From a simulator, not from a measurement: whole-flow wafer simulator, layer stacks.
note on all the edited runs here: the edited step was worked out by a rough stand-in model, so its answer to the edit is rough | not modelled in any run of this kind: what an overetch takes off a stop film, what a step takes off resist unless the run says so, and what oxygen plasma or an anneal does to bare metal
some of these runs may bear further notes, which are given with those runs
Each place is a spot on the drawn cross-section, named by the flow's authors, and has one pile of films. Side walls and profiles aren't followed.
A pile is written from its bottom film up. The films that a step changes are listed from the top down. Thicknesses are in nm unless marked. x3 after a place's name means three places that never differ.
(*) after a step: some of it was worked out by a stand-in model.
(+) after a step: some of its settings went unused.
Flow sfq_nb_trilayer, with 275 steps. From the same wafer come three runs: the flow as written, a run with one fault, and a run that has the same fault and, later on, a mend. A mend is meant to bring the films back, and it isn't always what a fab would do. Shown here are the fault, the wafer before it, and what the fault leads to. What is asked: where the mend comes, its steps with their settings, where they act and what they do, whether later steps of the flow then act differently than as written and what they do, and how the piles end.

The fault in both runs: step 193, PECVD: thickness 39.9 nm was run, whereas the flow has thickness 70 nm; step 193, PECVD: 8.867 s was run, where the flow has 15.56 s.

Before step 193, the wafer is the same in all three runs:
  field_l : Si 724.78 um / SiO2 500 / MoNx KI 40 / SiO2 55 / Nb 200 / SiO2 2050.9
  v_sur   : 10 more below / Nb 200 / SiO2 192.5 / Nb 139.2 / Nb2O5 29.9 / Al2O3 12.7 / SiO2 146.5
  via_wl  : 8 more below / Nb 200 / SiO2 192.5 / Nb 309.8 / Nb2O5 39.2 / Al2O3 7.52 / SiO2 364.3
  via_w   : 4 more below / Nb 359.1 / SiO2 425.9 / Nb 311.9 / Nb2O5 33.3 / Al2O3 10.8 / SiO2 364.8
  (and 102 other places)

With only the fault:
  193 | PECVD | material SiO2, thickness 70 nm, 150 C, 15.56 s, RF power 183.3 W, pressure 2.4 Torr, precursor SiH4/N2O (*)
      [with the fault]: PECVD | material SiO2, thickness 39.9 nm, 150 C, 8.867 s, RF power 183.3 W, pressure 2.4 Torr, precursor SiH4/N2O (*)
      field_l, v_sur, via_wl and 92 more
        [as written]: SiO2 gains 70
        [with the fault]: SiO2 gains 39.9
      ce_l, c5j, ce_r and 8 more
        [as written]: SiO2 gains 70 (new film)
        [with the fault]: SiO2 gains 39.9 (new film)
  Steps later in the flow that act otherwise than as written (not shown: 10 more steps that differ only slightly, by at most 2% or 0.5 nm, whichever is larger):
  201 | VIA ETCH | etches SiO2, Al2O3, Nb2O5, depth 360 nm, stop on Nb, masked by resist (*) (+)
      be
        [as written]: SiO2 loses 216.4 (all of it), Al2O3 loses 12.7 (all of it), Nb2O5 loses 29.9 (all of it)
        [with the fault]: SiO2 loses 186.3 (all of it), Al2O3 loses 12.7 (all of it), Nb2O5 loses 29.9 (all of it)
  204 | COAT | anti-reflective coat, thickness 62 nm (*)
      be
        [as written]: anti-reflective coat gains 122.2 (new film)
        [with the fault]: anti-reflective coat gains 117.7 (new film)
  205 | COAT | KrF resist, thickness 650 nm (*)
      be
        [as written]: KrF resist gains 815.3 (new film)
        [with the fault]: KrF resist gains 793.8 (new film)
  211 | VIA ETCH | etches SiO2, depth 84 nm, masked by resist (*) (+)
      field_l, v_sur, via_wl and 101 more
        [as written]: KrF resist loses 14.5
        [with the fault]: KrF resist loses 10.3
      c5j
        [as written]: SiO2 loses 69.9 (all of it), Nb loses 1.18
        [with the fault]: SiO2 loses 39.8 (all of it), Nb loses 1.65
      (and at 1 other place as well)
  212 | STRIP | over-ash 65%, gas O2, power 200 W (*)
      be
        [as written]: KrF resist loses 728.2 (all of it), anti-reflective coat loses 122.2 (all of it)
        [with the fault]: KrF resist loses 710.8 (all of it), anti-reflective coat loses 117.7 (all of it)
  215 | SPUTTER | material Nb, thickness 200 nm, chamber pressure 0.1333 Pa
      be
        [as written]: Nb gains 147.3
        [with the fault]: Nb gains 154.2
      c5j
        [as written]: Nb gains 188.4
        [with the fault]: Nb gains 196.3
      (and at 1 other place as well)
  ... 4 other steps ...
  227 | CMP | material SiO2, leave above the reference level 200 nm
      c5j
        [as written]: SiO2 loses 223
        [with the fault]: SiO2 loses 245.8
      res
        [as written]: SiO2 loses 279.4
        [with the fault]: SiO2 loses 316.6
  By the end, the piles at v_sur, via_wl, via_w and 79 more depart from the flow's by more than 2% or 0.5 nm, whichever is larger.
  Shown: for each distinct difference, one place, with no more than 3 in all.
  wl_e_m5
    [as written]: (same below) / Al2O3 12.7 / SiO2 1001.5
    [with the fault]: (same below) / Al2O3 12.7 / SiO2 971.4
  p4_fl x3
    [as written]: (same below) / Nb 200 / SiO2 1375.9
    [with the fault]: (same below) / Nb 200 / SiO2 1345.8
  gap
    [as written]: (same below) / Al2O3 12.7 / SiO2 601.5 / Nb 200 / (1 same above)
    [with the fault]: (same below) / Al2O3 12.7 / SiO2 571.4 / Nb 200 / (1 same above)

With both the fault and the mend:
  After step 199 comes the mend.
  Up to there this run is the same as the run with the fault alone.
  199a | STRIP | over-ash 65%, gas O2, power 200 W (*)
      p4_fl x3, p4_w1 x9, p4_g1 x2 and 33 more
        KrF resist loses 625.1 (all of it), anti-reflective coat loses 62 (all of it)
      wl_b_m5, wl_b_sr, wl_c_sl and 12 more
        KrF resist loses 625 (all of it), anti-reflective coat loses 62 (all of it)
      v_sur, via_wl, via_w
        KrF resist loses 625.7 (all of it), anti-reflective coat loses 62.2 (all of it)
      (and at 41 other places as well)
  199b | PECVD | material SiO2, thickness 30.1 nm, 150 C, 6.689 s, RF power 183.3 W, pressure 2.4 Torr, precursor SiH4/N2O (*) (a further turn of the flow's step 193, with different settings)
      field_l, v_sur, via_wl and 103 more
        SiO2 gains 30.1
  199c | COAT | anti-reflective coat, thickness 62 nm (*) (a further turn of the flow's step 194)
      p4_fl x3, p4_w1 x9, p4_g1 x2 and 50 more
        anti-reflective coat gains 62 (new film)
      via_wr, via_sp, via_v, wire, lsp_r, l0_sur, l0v
        anti-reflective coat gains 62.3 (new film)
      be, be_sur, gap, lsp_m, ln_m6
        anti-reflective coat gains 62.4 (new film)
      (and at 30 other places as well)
  199d | COAT | KrF resist, thickness 650 nm (*) (a further turn of the flow's step 195)
      p4_fl x3, p4_w1 x9, p4_g1 x2 and 33 more
        KrF resist gains 650 (new film)
      wl_b_m5, wl_b_sr, wl_c_sl and 12 more
        KrF resist gains 649.9 (new film)
      v_sur, via_wl, via_w
        KrF resist gains 650.6 (new film)
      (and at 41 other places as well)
  199e | SOFTBAKE | KrF resist (a further turn of the flow's step 196)
      leaves every film unchanged at each place that is followed
  199f | EXPOSE | photomask I5, dose 12.41 mJ/cm2, NA 0.6, wavelength 248 nm (*) (a further turn of the flow's step 197)
      leaves every film unchanged at each place that is followed
  199g | PEB | KrF resist, 90 s (a further turn of the flow's step 198)
      field_l, v_sur, via_wl and 87 more
        KrF resist loses 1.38
      jj_sur, ce_l, sp_r, moat, field_r, wl_jj
        KrF resist loses 1.39
      be_r, r_sur, res, r_end
        KrF resist loses 1.33
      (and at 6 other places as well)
  199h | DEVELOP | KrF resist, thickness 650 nm, 60 s (a further turn of the flow's step 199)
      field_l, v_sur, via_wl and 102 more
        KrF resist loses 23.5
      be
        KrF resist loses 649.8 (all of it)
  Later steps of the flow that are run all act as written at every place that is followed, up to a difference of at most 2% or 0.5 nm, whichever is larger.
  At every place that both follow, the piles at the end match the flow's.
